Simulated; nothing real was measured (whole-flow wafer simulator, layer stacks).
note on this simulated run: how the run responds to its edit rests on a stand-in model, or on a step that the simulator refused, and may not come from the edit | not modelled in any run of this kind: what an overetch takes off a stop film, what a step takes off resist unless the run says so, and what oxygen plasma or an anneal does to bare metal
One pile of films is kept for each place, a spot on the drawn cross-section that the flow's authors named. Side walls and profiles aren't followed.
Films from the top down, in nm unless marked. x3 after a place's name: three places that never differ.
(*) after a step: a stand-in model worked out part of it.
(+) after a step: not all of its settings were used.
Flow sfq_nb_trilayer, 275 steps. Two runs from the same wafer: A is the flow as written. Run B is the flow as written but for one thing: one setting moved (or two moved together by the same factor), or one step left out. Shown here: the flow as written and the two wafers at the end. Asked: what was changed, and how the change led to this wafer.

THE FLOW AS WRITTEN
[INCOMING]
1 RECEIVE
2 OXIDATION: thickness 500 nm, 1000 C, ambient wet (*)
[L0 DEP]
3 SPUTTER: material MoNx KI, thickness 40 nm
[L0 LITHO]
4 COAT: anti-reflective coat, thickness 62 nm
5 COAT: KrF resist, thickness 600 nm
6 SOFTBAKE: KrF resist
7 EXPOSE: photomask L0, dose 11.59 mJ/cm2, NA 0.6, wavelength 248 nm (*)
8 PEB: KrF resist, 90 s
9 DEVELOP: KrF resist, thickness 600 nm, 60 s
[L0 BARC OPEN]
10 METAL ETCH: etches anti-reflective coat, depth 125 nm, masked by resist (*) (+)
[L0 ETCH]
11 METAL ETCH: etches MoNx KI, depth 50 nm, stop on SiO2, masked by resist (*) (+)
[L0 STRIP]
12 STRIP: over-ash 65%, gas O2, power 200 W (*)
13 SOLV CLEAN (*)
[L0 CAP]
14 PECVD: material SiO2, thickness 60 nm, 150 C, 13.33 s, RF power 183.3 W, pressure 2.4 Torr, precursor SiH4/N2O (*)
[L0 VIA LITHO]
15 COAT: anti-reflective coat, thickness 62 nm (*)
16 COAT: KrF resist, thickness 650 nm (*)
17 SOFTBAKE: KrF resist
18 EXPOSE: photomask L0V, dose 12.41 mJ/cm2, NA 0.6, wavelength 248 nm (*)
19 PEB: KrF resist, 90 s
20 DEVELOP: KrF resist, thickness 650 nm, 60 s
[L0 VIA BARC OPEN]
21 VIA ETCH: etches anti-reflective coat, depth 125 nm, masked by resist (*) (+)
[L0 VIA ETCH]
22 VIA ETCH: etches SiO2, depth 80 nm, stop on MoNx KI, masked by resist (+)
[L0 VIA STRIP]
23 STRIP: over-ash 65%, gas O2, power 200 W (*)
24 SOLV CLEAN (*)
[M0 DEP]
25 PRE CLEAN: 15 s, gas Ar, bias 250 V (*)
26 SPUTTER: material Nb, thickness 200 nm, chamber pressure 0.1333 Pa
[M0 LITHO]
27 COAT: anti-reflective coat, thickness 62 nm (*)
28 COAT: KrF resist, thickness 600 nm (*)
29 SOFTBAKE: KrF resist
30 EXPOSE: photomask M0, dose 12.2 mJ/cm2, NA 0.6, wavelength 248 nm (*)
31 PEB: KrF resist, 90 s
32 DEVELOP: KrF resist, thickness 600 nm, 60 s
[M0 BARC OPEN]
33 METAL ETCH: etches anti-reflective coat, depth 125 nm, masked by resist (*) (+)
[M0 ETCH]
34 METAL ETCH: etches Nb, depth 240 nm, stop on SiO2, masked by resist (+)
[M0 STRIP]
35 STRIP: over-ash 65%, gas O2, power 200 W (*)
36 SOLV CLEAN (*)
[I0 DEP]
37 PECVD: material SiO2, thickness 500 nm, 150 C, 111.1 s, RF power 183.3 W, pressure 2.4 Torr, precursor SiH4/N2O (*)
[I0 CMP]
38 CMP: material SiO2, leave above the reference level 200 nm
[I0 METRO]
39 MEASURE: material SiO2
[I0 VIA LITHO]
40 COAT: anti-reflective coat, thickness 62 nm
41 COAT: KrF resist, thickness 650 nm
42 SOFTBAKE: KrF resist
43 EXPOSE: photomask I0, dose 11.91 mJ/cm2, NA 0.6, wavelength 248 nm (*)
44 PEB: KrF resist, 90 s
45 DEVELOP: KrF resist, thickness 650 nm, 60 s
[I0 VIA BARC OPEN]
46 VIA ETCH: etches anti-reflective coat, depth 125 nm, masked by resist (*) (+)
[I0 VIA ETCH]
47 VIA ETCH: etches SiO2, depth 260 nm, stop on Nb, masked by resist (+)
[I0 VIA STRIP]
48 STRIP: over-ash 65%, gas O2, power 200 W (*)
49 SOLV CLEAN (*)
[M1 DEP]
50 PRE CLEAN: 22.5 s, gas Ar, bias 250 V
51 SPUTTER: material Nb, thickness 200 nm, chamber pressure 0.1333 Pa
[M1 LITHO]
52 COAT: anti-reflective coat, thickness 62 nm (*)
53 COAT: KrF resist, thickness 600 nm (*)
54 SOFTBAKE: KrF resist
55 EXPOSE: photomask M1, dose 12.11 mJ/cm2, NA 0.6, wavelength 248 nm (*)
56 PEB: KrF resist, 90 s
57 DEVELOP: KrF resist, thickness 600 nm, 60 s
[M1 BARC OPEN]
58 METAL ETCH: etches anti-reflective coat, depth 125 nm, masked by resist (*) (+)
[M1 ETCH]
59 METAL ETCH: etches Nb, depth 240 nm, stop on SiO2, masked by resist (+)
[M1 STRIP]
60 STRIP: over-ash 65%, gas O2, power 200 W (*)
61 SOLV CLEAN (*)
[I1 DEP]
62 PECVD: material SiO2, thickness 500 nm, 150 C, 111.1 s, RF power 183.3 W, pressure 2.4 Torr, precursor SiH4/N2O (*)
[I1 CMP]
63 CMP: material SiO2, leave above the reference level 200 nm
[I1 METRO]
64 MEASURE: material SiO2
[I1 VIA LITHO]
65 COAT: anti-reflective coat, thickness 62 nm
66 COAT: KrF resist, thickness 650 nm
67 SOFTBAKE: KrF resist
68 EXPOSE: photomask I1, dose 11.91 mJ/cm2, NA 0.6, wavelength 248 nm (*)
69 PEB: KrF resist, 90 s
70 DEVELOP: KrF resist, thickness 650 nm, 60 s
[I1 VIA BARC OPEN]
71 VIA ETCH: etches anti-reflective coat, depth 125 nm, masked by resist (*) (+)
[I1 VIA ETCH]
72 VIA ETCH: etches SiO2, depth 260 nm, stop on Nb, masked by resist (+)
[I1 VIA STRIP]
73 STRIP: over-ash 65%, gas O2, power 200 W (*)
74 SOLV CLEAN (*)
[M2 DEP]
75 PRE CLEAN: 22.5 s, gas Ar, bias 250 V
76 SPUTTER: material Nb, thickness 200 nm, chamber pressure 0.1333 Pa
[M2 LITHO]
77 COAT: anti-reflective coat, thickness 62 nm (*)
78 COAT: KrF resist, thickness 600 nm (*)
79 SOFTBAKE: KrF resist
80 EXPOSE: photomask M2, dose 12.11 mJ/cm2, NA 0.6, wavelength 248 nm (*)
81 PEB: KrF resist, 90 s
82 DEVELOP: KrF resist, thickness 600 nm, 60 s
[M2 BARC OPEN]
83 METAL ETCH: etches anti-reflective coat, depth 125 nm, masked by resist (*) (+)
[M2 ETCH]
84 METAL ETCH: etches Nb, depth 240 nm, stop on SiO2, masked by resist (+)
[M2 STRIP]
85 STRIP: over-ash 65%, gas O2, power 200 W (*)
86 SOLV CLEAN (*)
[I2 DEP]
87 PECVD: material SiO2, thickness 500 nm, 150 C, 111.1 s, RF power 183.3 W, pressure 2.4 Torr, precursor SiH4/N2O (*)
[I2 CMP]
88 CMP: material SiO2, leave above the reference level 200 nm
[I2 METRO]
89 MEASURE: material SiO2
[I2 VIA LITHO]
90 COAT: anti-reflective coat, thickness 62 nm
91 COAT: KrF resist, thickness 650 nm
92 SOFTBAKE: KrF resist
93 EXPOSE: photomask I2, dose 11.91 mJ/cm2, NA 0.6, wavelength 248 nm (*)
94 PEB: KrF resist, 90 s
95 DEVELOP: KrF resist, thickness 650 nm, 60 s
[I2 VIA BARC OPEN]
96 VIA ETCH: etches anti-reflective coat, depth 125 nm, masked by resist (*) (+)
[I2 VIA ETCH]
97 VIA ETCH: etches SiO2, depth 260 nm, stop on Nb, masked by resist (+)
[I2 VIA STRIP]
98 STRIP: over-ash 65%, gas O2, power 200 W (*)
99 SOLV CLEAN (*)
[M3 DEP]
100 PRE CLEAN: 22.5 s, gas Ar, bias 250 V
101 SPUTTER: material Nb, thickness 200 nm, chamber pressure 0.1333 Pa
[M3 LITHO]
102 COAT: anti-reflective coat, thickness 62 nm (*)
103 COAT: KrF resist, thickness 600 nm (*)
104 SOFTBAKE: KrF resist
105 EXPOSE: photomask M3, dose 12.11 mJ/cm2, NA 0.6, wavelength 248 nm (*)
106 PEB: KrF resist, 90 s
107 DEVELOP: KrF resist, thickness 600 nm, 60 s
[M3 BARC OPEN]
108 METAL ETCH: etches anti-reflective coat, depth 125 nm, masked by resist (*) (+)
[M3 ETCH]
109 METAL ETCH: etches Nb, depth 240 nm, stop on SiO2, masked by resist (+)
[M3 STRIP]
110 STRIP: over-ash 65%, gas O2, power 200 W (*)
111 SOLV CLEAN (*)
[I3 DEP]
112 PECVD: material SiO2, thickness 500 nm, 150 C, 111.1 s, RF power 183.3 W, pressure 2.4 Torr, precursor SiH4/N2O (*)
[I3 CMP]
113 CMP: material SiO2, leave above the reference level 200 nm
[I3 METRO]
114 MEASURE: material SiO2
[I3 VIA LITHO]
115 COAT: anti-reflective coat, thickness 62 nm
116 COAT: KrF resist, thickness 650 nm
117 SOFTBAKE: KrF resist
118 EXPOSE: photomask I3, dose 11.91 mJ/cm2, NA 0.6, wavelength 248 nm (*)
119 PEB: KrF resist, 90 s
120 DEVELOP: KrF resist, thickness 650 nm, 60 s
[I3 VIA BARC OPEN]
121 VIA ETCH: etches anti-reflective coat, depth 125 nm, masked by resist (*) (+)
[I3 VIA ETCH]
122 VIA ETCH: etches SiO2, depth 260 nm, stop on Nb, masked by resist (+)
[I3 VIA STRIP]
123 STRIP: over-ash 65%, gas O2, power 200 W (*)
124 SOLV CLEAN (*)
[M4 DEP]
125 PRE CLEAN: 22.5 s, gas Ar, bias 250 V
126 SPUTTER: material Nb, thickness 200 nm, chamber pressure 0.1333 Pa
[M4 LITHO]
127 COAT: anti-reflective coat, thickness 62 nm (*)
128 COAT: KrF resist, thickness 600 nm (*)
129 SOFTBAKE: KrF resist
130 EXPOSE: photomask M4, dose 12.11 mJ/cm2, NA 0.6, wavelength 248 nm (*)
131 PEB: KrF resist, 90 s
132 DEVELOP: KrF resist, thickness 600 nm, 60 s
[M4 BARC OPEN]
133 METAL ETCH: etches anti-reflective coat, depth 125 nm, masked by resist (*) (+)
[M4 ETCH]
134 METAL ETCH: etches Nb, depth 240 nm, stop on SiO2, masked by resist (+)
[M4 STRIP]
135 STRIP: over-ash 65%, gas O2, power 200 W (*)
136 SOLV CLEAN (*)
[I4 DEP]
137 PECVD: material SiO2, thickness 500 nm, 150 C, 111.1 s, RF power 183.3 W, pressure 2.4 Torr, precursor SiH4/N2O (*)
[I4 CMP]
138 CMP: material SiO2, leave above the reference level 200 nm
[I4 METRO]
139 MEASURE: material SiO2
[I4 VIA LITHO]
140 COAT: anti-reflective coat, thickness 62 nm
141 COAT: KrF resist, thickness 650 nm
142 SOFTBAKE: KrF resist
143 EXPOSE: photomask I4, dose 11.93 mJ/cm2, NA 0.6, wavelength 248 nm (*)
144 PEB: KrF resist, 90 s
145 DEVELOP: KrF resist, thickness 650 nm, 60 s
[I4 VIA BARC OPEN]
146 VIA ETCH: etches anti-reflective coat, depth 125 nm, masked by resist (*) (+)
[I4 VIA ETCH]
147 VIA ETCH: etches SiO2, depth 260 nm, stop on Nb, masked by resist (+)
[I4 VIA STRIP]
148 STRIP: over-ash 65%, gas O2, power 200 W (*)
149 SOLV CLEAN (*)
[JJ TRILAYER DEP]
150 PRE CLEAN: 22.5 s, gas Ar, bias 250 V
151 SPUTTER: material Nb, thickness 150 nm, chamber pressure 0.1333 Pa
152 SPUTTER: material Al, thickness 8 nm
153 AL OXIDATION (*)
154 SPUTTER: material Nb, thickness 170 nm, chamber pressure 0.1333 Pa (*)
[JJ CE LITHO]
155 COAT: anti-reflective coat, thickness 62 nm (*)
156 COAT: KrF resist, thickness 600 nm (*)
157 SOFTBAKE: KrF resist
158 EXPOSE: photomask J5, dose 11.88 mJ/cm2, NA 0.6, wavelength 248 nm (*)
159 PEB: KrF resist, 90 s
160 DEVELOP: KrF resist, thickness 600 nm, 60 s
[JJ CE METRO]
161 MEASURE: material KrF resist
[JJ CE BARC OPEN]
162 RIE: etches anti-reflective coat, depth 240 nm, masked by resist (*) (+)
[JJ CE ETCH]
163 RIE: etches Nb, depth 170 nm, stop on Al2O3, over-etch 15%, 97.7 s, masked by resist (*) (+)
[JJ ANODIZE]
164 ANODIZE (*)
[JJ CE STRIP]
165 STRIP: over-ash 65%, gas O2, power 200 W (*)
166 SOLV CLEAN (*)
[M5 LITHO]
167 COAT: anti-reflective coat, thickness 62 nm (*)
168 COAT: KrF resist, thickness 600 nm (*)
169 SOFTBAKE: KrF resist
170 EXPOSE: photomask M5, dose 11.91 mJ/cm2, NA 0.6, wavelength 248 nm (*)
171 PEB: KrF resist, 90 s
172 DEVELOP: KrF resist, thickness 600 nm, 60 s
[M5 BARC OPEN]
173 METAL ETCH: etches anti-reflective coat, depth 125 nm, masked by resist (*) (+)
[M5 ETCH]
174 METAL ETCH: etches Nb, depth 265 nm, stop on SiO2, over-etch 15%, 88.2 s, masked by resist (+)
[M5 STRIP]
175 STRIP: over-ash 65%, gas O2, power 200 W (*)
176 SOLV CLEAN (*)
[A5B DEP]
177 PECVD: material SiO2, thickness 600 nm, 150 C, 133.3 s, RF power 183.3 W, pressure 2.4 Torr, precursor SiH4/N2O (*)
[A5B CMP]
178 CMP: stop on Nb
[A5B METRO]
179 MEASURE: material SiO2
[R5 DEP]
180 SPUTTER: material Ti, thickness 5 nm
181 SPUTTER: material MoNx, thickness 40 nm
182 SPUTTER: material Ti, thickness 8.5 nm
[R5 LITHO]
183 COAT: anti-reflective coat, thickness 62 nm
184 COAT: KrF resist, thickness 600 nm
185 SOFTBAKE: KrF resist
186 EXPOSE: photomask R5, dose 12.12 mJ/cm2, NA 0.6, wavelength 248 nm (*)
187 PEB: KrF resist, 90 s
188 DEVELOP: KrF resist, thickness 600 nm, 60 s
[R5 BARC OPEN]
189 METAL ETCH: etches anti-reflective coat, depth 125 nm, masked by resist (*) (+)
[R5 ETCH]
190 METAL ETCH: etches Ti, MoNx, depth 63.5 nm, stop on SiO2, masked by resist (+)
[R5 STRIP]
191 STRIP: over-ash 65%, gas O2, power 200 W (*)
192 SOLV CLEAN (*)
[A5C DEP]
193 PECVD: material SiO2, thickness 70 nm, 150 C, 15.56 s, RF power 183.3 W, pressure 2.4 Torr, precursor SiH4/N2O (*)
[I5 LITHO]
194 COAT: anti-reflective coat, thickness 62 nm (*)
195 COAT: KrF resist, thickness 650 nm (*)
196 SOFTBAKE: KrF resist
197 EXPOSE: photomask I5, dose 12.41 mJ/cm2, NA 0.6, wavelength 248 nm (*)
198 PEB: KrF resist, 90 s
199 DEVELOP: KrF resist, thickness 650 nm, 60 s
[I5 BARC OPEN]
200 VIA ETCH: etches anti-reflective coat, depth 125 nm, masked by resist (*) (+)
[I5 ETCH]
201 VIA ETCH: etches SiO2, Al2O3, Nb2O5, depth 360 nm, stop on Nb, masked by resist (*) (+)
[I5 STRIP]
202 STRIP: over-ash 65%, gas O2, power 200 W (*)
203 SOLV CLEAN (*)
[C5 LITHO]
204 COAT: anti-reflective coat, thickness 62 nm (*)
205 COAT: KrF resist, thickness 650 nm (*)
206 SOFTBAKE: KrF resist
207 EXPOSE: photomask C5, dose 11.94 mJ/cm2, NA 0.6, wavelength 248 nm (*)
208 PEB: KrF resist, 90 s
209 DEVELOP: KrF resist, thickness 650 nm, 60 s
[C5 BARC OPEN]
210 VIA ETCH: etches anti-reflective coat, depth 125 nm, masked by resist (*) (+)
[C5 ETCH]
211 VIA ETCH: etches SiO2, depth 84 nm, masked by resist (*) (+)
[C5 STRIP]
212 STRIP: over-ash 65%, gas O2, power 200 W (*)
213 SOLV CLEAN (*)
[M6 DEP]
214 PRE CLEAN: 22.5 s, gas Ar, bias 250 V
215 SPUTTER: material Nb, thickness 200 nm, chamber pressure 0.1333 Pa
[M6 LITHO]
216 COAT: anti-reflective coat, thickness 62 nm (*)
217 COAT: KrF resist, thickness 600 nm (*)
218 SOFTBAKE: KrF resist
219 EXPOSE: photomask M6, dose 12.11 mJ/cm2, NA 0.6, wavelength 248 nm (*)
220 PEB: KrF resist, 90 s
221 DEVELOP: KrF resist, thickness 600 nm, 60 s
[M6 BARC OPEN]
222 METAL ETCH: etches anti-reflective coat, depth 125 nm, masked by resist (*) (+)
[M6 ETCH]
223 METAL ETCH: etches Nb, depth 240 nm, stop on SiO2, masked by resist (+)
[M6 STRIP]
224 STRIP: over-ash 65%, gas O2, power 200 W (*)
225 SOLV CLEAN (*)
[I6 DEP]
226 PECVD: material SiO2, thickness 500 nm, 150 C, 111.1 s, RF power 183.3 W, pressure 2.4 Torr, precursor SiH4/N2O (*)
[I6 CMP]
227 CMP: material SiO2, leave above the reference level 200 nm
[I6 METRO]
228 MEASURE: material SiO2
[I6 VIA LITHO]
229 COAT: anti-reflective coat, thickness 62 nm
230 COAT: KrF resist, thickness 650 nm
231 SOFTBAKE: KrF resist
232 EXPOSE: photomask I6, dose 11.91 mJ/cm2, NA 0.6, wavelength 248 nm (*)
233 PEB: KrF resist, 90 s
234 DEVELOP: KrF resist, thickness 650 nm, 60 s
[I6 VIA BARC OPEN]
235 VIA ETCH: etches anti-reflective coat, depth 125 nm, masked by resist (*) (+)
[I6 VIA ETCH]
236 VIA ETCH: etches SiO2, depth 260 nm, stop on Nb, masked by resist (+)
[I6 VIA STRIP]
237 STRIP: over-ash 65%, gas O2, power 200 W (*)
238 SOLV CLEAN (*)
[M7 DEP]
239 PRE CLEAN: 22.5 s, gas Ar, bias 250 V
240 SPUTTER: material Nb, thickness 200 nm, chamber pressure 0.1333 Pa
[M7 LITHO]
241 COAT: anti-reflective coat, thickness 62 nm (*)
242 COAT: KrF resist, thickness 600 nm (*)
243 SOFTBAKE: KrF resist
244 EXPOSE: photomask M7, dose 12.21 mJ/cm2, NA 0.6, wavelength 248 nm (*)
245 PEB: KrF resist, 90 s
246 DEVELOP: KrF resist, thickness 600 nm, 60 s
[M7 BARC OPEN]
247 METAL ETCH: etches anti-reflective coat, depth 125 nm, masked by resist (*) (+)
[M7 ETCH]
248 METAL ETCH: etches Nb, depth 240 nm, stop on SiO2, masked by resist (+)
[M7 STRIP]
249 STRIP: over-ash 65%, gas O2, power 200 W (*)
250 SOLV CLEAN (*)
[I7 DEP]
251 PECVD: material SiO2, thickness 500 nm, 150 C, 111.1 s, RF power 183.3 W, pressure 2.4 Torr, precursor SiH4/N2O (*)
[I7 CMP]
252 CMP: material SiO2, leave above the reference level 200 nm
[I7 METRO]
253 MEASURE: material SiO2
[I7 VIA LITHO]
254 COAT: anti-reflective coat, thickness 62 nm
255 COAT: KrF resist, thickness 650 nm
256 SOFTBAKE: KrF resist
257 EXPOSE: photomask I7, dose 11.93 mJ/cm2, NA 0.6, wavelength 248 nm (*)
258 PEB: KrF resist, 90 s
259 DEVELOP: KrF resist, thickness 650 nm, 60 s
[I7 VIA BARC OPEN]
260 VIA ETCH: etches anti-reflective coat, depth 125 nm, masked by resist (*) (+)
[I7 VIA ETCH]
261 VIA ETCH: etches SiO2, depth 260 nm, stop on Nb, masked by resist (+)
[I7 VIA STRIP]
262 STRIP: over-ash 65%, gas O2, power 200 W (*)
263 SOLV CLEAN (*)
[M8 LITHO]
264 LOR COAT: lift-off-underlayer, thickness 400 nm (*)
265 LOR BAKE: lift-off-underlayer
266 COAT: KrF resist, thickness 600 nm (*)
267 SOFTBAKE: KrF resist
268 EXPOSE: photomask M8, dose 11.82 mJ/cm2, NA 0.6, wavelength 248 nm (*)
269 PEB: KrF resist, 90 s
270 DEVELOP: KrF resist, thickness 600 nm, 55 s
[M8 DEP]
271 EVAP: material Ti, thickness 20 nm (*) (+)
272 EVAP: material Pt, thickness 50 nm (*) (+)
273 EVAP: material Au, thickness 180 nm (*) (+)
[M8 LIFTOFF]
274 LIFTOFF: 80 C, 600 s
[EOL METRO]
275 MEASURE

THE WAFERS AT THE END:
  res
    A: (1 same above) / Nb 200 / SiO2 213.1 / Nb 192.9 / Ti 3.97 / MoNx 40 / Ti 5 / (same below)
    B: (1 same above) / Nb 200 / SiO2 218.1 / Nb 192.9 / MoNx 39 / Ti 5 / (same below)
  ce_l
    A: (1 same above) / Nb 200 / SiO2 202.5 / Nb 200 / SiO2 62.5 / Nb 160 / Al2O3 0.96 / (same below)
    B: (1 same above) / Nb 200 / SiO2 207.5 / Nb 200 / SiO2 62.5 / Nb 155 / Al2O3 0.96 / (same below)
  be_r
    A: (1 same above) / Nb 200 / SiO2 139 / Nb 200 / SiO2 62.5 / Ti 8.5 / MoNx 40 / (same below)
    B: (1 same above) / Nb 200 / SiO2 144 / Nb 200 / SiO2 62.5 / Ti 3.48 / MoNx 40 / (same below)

The cause: step 182, SPUTTER: thickness 3.48 nm was run, where the flow has thickness 8.5 nm.
It can be read off the wafer: be_r has Ti 3.48, and step 182 as written asks for 8.5 nm.

How the change led to this, step by step:
  182 SPUTTER: material Ti, thickness 8.5 nm
      field_l, v_sur, via_wl and 103 more: A Ti +8.5 (new film) | B Ti +3.48 (new film)
  190 METAL ETCH: etches Ti, MoNx, depth 63.5 nm, stop on SiO2, masked by resist (+)
      field_l, v_sur, via_wl and 92 more: A Ti -8.5 (all of it), MoNx -40 (all of it), Ti -5 (all of it) | B Ti -3.48 (all of it), MoNx -40 (all of it), Ti -5 (all of it)
      ce_l, c5j, ce_r, wl_jj: A Ti -8.5 (all of it), MoNx -40 (all of it), Ti -5 (all of it), Nb -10 | B Ti -3.48 (all of it), MoNx -40 (all of it), Ti -5 (all of it), Nb -15
  194 COAT: anti-reflective coat, thickness 62 nm (*)
      r5r_spacepad_l, r5r_spacepad_r: A anti-reflective coat +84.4 (new film) | B anti-reflective coat +82.2 (new film)
      ce_l: A anti-reflective coat +67.2 (new film) | B anti-reflective coat +69.4 (new film)
      (and at 4 more places)
  202 STRIP: over-ash 65%, gas O2, power 200 W (*)
      r5r_spacepad_l, r5r_spacepad_r: A KrF resist -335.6 (all of it), anti-reflective coat -84.4 (all of it) | B KrF resist -335.4 (all of it), anti-reflective coat -82.2 (all of it)
      ce_l: A KrF resist -341.5 (all of it), anti-reflective coat -67.2 (all of it) | B KrF resist -342.8 (all of it), anti-reflective coat -69.4 (all of it)
      (and at 4 more places)
  204 COAT: anti-reflective coat, thickness 62 nm (*)
      r5r_spacepad_l, r5r_spacepad_r: A anti-reflective coat +84.4 (new film) | B anti-reflective coat +82.2 (new film)
      ce_l: A anti-reflective coat +66 (new film) | B anti-reflective coat +68.2 (new film)
      (and at 4 more places)
  210 VIA ETCH: etches anti-reflective coat, depth 125 nm, masked by resist (*) (+)
      c5j: A anti-reflective coat -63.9 (all of it), SiO2 -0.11 | B anti-reflective coat -65.3 (all of it), SiO2 -0.1
  212 STRIP: over-ash 65%, gas O2, power 200 W (*)
      r5r_spacepad_l, r5r_spacepad_r: A KrF resist -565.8 (all of it), anti-reflective coat -84.4 (all of it) | B KrF resist -565.2 (all of it), anti-reflective coat -82.2 (all of it)
      ce_l: A KrF resist -567.4 (all of it), anti-reflective coat -66 (all of it) | B KrF resist -568.4 (all of it), anti-reflective coat -68.2 (all of it)
      (and at 3 more places)
  214 PRE CLEAN: 22.5 s, gas Ar, bias 250 V
      res: A Ti -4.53 | B Ti -3.48 (all of it), MoNx -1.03
  216 COAT: anti-reflective coat, thickness 62 nm (*)
      r5r_spacepad_l, r5r_spacepad_r: A anti-reflective coat +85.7 (new film) | B anti-reflective coat +83.3 (new film)
      ce_l: A anti-reflective coat +48 (new film) | B anti-reflective coat +49.6 (new film)
      (and at 4 more places)
  222 METAL ETCH: etches anti-reflective coat, depth 125 nm, masked by resist (*) (+)
      r5r_spacepad_l, r5r_spacepad_r: A anti-reflective coat -85.7 (all of it) | B anti-reflective coat -83.3 (all of it)
  224 STRIP: over-ash 65%, gas O2, power 200 W (*)
      ce_l: A KrF resist -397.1 (all of it), anti-reflective coat -48 (all of it) | B KrF resist -399 (all of it), anti-reflective coat -49.6 (all of it)
      ce_r: A KrF resist -403.5 (all of it), anti-reflective coat -48.8 (all of it) | B KrF resist -404.8 (all of it), anti-reflective coat -50.4 (all of it)
      (and at 3 more places)
  227 CMP: material SiO2, leave above the reference level 200 nm
      r5r_line_l, r5r_line_c, r5r_line_r: A SiO2 -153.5 | B SiO2 -148.5
      r5r_spacepad_l, r5r_spacepad_r: A SiO2 -153.5 | B SiO2 -146
      (and at 1 more place)
